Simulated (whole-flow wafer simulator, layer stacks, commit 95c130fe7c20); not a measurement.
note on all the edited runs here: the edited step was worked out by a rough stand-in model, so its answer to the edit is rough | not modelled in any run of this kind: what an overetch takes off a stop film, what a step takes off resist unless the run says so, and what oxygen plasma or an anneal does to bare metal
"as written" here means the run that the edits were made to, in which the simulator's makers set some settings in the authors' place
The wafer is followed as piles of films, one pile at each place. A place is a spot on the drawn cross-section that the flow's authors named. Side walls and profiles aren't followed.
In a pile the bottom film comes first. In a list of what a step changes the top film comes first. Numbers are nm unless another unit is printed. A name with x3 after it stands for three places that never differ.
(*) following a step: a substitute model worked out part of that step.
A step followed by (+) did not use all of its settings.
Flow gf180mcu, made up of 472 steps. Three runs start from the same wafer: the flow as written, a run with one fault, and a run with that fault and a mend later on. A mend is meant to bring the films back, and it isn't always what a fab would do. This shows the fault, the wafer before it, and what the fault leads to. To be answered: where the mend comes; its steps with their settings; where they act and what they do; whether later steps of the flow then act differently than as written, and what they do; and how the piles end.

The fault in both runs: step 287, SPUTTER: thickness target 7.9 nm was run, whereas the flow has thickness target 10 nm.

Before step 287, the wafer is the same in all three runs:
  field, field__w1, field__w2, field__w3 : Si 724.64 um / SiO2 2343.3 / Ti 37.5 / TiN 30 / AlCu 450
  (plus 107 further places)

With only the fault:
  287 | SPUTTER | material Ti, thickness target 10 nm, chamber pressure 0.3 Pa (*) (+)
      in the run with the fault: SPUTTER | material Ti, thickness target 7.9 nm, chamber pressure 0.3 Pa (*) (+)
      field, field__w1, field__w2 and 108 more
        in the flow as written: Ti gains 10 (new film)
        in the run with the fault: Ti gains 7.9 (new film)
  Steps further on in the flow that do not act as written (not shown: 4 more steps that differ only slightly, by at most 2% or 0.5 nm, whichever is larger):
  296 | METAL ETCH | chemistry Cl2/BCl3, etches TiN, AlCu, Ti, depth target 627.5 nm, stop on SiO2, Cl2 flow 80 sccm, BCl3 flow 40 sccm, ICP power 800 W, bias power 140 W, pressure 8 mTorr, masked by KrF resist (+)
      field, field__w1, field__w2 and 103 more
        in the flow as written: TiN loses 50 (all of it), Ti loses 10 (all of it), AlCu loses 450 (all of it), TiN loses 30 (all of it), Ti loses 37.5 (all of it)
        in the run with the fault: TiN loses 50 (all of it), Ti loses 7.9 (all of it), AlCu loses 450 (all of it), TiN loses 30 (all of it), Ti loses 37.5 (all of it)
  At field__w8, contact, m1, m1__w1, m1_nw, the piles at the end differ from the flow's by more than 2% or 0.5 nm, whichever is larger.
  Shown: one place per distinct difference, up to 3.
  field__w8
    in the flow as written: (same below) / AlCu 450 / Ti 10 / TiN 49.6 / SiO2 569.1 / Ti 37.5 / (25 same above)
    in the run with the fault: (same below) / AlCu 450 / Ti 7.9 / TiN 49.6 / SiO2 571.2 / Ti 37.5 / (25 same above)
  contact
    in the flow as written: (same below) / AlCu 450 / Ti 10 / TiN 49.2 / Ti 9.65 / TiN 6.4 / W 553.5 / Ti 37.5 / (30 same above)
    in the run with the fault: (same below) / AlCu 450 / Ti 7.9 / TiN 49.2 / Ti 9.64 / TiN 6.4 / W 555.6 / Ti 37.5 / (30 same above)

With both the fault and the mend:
  The mend stands after step 287.
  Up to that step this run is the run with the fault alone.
  287a | SPUTTER | material Ti, thickness target 2.1 nm, chamber pressure 0.3 Pa (*) (+) (the flow's step 287, run once more with other settings)
      field, field__w1, field__w2 and 108 more
        Ti gains 2.1
  Every later step of the flow that is run acts as written at every place that is followed.
  By the end, the piles equal the flow's at every place that both follow.
